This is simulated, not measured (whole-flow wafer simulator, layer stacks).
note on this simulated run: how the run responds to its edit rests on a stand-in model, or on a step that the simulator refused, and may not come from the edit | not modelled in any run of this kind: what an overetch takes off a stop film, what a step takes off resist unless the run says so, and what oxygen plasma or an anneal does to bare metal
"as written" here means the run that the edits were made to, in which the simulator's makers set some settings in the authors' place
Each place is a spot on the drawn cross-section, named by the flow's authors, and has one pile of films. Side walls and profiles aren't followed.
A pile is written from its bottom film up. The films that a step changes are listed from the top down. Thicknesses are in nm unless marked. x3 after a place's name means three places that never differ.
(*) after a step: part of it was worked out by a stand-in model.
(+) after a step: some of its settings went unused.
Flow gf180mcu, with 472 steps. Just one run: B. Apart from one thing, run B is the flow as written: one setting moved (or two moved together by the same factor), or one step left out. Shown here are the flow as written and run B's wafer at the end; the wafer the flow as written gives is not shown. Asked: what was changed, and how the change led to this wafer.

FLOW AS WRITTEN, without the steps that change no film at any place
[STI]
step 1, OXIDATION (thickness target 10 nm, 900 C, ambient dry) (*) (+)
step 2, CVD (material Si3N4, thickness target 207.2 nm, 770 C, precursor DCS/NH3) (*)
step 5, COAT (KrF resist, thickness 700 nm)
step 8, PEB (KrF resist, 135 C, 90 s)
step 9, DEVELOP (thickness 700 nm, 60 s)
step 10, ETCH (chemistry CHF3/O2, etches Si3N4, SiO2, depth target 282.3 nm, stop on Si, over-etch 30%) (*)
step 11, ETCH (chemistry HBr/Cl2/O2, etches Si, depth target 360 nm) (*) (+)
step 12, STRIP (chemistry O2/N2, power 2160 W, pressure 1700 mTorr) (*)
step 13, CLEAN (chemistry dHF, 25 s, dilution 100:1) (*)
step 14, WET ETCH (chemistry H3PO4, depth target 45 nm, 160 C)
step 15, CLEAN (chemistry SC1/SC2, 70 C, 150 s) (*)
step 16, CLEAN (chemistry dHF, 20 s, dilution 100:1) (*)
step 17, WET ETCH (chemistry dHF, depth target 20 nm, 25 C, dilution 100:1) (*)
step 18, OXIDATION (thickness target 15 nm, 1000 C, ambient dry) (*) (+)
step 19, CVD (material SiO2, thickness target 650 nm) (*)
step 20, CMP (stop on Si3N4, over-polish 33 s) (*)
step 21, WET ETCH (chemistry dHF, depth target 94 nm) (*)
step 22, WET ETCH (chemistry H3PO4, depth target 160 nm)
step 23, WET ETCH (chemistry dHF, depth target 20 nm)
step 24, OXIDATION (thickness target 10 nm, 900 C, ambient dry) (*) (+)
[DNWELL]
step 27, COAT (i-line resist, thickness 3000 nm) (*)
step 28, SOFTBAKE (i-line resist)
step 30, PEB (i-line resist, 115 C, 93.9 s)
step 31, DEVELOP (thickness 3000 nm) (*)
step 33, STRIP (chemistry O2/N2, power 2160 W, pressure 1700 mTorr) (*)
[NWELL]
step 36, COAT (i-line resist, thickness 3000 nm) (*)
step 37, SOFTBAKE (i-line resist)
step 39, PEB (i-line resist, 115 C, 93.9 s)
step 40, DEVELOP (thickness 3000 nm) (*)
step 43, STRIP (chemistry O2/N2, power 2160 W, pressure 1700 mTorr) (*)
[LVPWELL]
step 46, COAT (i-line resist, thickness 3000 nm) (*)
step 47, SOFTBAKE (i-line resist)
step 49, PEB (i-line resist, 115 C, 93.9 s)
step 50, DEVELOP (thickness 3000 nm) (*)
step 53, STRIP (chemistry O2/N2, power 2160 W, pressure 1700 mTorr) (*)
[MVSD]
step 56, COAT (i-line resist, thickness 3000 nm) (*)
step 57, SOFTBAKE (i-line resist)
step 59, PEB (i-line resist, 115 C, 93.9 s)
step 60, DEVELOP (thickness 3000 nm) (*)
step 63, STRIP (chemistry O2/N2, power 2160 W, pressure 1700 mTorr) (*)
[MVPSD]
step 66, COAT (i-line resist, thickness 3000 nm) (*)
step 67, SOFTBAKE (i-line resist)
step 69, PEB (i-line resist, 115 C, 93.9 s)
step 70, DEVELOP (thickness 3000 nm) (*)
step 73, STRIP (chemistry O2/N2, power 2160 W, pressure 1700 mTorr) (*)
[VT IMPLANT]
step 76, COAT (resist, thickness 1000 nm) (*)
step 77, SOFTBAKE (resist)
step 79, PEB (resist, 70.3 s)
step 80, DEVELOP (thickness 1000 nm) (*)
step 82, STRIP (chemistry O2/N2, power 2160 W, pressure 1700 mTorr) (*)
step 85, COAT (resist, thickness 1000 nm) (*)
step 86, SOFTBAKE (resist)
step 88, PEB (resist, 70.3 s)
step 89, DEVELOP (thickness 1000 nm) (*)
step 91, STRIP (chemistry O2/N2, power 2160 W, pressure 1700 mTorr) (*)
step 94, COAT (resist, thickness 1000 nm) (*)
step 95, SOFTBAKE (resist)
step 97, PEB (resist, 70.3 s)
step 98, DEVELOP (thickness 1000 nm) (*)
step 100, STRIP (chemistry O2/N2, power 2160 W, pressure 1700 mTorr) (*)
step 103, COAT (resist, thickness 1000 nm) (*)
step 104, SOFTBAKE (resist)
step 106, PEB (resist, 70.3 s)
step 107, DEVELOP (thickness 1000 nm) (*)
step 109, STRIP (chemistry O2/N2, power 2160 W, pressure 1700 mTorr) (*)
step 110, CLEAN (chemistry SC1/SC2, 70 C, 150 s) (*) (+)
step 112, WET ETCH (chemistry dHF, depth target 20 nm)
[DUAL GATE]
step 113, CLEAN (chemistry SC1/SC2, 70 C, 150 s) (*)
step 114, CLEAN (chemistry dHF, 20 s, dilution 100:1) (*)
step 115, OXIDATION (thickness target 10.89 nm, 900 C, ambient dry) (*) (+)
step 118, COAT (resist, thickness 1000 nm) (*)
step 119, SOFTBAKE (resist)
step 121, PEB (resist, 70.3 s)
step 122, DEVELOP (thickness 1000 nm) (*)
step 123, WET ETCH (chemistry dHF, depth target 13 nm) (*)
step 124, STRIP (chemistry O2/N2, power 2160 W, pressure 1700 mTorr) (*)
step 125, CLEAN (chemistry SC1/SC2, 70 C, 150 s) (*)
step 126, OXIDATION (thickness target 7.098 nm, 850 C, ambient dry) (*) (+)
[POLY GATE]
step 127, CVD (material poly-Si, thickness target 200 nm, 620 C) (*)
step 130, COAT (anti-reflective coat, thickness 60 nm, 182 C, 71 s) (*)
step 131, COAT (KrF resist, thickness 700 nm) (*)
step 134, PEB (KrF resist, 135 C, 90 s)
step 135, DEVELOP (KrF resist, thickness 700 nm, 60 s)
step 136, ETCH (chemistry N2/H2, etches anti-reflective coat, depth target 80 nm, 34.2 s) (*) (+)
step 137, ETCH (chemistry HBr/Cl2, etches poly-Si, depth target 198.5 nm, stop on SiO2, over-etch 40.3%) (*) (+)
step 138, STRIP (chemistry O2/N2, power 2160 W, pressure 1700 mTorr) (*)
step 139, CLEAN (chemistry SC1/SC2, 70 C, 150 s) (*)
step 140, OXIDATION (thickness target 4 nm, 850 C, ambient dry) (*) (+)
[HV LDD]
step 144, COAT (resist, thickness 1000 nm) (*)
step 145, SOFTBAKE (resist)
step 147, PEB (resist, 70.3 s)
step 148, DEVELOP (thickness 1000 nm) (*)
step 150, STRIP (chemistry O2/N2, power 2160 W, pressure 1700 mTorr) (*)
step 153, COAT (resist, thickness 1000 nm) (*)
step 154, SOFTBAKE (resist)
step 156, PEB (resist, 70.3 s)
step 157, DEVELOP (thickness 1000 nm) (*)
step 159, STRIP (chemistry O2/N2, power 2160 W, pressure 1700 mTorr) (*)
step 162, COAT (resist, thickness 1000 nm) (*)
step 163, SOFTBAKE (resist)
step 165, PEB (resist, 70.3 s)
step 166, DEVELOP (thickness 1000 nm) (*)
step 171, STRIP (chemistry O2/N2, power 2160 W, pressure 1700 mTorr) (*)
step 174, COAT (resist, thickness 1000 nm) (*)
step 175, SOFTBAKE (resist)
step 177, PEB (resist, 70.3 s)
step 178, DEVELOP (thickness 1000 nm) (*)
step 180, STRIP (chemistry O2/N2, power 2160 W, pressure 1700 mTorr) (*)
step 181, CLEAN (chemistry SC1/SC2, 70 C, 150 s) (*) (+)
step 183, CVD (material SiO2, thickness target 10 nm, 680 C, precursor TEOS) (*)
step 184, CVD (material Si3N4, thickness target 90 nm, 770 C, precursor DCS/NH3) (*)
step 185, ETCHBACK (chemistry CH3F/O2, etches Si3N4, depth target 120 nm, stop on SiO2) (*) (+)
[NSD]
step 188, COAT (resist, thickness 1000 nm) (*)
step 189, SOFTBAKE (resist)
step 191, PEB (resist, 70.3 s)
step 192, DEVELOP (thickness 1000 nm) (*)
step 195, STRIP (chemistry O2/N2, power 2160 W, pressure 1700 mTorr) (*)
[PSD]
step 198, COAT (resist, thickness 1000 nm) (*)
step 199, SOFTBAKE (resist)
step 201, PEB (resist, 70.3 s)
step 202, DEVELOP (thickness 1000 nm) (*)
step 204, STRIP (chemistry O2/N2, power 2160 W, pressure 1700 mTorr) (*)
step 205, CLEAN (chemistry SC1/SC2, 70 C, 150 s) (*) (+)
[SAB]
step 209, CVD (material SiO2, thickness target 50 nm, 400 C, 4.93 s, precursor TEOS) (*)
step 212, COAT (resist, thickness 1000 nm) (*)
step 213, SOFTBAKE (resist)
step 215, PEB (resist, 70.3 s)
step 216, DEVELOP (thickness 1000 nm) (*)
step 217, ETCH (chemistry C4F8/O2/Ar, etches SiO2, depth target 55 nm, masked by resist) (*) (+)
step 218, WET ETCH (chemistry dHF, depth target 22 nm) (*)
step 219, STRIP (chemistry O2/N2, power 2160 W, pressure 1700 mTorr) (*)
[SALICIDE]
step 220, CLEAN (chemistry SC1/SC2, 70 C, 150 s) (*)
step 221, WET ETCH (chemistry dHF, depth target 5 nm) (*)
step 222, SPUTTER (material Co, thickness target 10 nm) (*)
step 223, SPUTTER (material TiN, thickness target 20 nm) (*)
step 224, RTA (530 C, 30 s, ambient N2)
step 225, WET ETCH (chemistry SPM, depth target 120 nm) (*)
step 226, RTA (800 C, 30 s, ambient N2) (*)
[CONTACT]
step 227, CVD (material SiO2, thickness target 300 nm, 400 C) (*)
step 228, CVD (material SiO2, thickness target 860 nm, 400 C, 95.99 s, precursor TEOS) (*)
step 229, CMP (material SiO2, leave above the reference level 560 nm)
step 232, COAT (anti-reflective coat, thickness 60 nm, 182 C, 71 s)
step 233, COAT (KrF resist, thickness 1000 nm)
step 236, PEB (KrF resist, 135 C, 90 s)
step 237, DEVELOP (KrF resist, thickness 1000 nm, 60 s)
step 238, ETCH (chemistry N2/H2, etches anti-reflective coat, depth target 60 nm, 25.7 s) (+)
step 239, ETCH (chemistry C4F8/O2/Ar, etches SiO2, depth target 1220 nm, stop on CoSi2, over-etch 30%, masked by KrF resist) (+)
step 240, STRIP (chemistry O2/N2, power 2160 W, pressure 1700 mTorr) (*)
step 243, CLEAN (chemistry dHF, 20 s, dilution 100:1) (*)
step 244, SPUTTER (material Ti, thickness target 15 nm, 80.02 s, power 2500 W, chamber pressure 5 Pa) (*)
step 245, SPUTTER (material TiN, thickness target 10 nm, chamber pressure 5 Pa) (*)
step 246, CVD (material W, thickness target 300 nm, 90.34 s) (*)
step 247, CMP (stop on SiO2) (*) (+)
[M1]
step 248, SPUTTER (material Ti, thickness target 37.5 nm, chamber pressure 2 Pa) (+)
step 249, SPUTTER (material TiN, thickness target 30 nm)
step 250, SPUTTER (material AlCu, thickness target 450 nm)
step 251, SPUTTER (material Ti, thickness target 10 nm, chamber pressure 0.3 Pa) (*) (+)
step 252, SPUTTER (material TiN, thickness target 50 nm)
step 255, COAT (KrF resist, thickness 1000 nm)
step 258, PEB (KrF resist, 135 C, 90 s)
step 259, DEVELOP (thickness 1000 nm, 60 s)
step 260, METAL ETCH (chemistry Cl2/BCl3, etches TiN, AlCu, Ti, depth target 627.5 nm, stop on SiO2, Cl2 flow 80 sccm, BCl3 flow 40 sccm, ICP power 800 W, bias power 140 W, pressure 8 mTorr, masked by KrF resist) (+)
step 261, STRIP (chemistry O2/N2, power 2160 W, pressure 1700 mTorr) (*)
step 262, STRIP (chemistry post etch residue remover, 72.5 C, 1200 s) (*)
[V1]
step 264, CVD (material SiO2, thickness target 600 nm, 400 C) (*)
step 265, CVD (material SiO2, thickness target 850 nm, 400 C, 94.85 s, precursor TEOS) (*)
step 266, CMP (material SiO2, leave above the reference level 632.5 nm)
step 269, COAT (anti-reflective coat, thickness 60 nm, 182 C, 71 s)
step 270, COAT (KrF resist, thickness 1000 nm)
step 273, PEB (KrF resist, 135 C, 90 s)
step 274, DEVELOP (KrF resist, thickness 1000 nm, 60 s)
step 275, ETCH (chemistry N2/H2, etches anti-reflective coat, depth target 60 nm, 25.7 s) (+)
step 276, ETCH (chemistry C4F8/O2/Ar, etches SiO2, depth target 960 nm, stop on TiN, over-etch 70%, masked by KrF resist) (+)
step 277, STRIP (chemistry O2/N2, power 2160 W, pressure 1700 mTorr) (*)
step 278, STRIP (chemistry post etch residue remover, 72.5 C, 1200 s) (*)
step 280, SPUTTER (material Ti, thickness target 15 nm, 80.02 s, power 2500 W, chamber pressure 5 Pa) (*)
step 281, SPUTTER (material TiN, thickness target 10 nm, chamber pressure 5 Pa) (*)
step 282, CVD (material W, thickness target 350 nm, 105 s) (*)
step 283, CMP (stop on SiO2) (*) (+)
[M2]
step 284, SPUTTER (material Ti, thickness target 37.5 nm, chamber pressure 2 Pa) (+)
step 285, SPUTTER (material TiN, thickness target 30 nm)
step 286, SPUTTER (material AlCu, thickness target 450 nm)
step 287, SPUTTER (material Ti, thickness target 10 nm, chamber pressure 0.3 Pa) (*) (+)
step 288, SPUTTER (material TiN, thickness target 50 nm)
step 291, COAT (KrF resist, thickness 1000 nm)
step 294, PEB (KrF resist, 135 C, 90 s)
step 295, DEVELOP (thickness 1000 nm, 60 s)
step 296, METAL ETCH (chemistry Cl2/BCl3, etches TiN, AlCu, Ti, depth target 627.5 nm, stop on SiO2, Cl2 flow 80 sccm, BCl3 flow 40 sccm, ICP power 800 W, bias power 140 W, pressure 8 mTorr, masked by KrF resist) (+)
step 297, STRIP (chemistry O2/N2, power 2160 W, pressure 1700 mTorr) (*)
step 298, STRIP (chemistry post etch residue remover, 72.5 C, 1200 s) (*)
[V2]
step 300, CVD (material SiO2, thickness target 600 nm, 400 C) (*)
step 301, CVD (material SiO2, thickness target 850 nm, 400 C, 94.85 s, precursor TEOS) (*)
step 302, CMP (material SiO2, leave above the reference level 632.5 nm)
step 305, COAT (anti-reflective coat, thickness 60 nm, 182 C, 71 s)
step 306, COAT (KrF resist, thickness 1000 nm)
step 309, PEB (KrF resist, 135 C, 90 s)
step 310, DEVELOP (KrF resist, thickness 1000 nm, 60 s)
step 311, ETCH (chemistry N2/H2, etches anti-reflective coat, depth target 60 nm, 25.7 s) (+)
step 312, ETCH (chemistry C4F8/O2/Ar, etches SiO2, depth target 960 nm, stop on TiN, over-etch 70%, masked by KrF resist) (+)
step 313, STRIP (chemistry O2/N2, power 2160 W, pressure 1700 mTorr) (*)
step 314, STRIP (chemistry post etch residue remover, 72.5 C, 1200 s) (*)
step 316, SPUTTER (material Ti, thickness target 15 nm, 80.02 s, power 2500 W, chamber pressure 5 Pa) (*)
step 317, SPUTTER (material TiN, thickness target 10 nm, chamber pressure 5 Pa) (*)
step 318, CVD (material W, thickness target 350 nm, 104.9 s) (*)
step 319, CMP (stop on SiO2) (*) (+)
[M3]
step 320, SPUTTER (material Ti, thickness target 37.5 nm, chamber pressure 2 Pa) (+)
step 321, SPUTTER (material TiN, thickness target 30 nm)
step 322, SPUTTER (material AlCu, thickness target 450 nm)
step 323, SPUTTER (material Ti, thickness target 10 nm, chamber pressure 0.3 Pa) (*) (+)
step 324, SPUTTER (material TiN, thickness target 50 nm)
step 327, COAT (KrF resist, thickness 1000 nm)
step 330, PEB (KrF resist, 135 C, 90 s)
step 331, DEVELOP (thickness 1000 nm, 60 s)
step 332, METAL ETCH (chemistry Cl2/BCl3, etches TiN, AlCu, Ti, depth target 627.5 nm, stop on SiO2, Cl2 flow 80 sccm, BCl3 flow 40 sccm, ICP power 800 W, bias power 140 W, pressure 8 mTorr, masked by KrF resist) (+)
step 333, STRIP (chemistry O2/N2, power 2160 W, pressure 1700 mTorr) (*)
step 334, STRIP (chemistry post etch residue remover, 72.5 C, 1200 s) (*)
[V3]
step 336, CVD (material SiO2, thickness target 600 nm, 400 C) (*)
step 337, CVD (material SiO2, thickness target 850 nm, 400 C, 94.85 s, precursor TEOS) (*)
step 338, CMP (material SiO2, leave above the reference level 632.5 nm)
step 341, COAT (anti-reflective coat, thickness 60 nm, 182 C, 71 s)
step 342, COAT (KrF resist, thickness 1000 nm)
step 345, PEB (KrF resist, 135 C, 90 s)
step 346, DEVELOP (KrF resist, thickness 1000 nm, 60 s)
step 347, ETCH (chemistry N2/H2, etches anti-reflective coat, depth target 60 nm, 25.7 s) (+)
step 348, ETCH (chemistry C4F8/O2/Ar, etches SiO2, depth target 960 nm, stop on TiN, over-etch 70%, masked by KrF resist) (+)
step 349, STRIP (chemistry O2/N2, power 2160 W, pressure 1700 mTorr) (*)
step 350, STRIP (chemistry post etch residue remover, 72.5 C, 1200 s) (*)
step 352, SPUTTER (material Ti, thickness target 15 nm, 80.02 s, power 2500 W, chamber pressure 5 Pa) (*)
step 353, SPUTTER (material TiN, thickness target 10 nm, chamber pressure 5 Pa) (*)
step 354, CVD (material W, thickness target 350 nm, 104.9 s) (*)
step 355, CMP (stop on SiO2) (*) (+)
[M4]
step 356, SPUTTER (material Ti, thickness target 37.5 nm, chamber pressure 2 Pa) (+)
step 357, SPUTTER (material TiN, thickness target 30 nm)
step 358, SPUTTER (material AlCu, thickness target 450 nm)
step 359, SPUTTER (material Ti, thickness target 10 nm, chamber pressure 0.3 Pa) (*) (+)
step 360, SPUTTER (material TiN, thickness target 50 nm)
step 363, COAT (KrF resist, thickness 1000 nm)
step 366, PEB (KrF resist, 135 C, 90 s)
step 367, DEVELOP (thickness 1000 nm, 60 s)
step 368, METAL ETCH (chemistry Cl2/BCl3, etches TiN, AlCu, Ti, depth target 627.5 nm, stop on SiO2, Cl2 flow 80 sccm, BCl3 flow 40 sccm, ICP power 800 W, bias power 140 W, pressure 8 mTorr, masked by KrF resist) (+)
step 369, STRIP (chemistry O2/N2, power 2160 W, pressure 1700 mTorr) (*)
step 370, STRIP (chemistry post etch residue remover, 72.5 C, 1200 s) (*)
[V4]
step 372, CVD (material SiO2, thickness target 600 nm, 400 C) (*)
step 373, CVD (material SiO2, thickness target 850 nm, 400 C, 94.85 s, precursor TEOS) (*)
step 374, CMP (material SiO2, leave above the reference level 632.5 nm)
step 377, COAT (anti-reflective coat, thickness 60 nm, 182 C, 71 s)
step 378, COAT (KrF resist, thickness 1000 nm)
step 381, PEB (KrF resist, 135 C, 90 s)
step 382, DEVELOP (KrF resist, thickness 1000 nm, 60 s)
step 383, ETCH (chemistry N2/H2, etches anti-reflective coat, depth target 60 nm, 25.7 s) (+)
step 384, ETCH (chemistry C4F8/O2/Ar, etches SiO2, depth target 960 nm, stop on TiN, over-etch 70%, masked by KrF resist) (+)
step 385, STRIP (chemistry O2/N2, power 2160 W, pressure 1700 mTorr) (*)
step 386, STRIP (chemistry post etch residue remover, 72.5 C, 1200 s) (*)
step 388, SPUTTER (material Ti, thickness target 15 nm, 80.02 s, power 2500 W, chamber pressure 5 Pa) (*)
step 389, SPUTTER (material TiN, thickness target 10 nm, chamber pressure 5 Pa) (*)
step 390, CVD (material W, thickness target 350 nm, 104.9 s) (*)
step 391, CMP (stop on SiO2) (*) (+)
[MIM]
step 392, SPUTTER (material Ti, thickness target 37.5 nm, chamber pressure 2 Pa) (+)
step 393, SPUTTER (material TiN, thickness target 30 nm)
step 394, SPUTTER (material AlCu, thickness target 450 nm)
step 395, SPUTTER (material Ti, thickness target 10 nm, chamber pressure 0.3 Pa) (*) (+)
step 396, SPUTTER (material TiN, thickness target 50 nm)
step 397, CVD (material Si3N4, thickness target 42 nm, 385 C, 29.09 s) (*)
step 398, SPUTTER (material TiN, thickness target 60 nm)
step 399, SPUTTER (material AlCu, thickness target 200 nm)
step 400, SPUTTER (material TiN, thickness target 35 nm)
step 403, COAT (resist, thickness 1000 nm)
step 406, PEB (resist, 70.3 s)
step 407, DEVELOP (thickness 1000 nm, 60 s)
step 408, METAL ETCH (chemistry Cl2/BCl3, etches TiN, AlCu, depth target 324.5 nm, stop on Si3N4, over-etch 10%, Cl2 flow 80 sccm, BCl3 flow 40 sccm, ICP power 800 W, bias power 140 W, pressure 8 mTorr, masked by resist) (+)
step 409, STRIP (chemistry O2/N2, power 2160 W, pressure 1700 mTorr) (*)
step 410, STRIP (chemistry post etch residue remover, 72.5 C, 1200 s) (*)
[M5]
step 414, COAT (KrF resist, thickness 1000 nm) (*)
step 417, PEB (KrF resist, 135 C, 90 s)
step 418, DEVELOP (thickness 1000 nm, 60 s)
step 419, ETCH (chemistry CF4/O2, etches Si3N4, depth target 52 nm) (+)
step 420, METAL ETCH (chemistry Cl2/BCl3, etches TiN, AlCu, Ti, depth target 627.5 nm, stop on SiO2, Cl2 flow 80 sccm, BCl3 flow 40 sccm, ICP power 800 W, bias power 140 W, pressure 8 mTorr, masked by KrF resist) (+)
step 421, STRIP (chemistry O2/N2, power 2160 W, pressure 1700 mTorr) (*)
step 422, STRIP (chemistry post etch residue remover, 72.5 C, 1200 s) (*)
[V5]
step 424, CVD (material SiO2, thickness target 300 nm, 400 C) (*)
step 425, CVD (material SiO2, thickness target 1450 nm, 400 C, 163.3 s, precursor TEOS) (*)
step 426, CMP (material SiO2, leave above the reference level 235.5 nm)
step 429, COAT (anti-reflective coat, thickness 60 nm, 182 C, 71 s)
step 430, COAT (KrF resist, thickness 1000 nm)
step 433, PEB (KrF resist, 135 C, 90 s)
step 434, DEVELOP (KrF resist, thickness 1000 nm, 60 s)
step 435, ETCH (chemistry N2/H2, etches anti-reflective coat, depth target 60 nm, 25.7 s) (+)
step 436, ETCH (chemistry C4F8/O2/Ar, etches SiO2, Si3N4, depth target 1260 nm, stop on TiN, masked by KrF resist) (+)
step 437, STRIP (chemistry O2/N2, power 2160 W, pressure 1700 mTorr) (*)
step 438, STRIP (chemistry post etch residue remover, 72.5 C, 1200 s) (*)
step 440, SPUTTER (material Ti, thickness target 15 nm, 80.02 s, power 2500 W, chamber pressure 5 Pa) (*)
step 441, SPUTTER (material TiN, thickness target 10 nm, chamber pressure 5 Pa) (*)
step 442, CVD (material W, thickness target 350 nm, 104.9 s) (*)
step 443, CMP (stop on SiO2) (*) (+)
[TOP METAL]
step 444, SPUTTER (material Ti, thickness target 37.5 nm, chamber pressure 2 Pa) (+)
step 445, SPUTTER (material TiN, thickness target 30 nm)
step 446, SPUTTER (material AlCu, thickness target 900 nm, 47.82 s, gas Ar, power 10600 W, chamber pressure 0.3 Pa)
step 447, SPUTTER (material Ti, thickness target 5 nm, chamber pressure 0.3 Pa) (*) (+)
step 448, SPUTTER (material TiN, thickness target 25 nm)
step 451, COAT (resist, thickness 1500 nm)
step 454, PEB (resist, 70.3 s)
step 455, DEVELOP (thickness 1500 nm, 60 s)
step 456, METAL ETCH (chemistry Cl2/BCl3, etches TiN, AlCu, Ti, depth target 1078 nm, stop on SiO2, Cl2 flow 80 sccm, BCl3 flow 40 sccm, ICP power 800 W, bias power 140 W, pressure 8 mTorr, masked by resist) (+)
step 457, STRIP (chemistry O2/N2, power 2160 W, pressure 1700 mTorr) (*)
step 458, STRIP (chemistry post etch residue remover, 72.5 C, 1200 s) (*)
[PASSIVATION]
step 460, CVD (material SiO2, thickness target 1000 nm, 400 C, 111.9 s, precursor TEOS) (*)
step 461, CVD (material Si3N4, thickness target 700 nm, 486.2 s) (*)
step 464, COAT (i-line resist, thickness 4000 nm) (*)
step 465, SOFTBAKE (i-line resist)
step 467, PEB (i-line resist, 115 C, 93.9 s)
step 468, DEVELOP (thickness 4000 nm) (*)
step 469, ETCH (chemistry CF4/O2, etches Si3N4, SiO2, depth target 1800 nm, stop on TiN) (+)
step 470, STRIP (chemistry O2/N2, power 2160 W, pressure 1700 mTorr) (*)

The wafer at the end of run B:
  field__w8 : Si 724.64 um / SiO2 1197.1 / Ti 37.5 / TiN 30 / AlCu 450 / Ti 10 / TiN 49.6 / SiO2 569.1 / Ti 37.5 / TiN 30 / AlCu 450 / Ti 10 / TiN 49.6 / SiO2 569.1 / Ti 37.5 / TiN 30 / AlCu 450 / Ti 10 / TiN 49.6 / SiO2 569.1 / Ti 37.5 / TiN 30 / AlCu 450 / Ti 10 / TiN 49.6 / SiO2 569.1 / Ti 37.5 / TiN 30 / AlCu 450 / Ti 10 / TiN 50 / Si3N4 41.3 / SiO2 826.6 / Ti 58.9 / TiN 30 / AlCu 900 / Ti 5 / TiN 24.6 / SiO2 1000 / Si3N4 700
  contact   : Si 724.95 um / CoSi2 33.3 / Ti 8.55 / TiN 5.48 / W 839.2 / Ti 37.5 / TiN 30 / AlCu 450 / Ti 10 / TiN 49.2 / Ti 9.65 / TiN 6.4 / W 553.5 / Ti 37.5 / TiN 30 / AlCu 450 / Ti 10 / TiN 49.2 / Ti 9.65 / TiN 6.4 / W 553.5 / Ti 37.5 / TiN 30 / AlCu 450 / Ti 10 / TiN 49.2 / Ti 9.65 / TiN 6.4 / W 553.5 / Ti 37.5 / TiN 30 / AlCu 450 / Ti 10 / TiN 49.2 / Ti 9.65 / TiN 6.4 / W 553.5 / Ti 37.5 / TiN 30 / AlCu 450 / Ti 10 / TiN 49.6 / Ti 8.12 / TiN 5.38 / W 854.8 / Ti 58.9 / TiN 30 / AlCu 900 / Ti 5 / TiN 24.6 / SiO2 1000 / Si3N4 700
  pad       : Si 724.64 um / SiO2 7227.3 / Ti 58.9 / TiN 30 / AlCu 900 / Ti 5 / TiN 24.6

What caused this: step 444, SPUTTER: thickness target 58.9 nm was run, while the flow as written has thickness target 37.5 nm.
The wafer itself shows it: field__w8 has Ti 58.9, and step 444 as written asks for 37.5 nm.

Step by step, how the change led to this:
  step 444, SPUTTER (material Ti, thickness target 37.5 nm, chamber pressure 2 Pa) (+)
      field, field__w1, field__w2 and 109 more: +58.9 Ti (new film) (as written it would have been: +37.5 Ti (new film))
  step 456, METAL ETCH (chemistry Cl2/BCl3, etches TiN, AlCu, Ti, depth target 1078 nm, stop on SiO2, Cl2 flow 80 sccm, BCl3 flow 40 sccm, ICP power 800 W, bias power 140 W, pressure 8 mTorr, masked by resist) (+)
      field, field__w1, field__w2 and 103 more: -25 TiN (all of it), -5 Ti (all of it), -900 AlCu (all of it), -30 TiN (all of it), -58.9 Ti (all of it) (as written it would have been: -25 TiN (all of it), -5 Ti (all of it), -900 AlCu (all of it), -30 TiN (all of it), -37.5 Ti (all of it))
  step 465, SOFTBAKE (i-line resist)
      gate: -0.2 i-line resist (as written it would have been: +1.79 i-line resist)
      ld_acc_p, ld_fp_p, ld_drift_p: +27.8 i-line resist (as written it would have been: +33.8 i-line resist)
      (and at 62 other places as well)
